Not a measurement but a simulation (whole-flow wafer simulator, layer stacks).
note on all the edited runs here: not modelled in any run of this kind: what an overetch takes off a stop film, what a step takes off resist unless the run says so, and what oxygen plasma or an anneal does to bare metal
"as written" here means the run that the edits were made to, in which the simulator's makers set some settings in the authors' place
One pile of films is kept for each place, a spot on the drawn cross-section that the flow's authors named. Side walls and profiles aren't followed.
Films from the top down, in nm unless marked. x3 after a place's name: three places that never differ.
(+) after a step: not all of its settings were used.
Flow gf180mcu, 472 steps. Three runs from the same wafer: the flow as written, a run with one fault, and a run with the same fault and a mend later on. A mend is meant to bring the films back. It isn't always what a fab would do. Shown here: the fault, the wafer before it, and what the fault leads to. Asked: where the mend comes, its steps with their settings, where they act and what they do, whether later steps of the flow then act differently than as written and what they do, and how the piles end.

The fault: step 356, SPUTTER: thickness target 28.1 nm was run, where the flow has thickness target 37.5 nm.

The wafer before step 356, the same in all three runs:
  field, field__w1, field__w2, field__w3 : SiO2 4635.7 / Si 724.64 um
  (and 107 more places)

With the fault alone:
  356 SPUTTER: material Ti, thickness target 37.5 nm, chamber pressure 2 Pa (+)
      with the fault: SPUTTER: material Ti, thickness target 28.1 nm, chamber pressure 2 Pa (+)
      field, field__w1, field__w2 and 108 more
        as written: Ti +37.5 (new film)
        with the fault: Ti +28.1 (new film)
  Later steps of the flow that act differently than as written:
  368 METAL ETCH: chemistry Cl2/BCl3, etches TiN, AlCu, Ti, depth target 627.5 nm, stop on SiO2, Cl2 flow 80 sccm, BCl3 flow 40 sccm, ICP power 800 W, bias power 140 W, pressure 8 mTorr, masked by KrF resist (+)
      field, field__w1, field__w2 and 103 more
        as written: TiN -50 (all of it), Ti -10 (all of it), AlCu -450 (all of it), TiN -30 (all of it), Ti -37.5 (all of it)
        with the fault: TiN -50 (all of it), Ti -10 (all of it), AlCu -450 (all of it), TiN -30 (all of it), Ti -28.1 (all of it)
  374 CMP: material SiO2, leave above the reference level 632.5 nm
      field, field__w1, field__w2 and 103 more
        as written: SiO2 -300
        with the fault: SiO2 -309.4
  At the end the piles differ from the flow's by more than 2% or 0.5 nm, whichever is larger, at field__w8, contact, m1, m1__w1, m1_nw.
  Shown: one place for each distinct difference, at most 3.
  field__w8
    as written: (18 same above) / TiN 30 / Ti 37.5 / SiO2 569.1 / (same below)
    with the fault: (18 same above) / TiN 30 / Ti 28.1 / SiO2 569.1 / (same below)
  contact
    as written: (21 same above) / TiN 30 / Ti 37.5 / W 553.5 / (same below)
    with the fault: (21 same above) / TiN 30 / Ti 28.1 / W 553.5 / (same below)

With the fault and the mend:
  The mend comes after step 356.
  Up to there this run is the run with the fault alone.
  356a SPUTTER: material Ti, thickness target 9.4 nm, chamber pressure 2 Pa (+) (the flow's step 356 once more, with other settings)
      field, field__w1, field__w2 and 108 more
        Ti +9.4
  No later step of the flow acts differently than as written at any place that is followed.
  At the end the piles are the same as the flow's at every place that both follow.
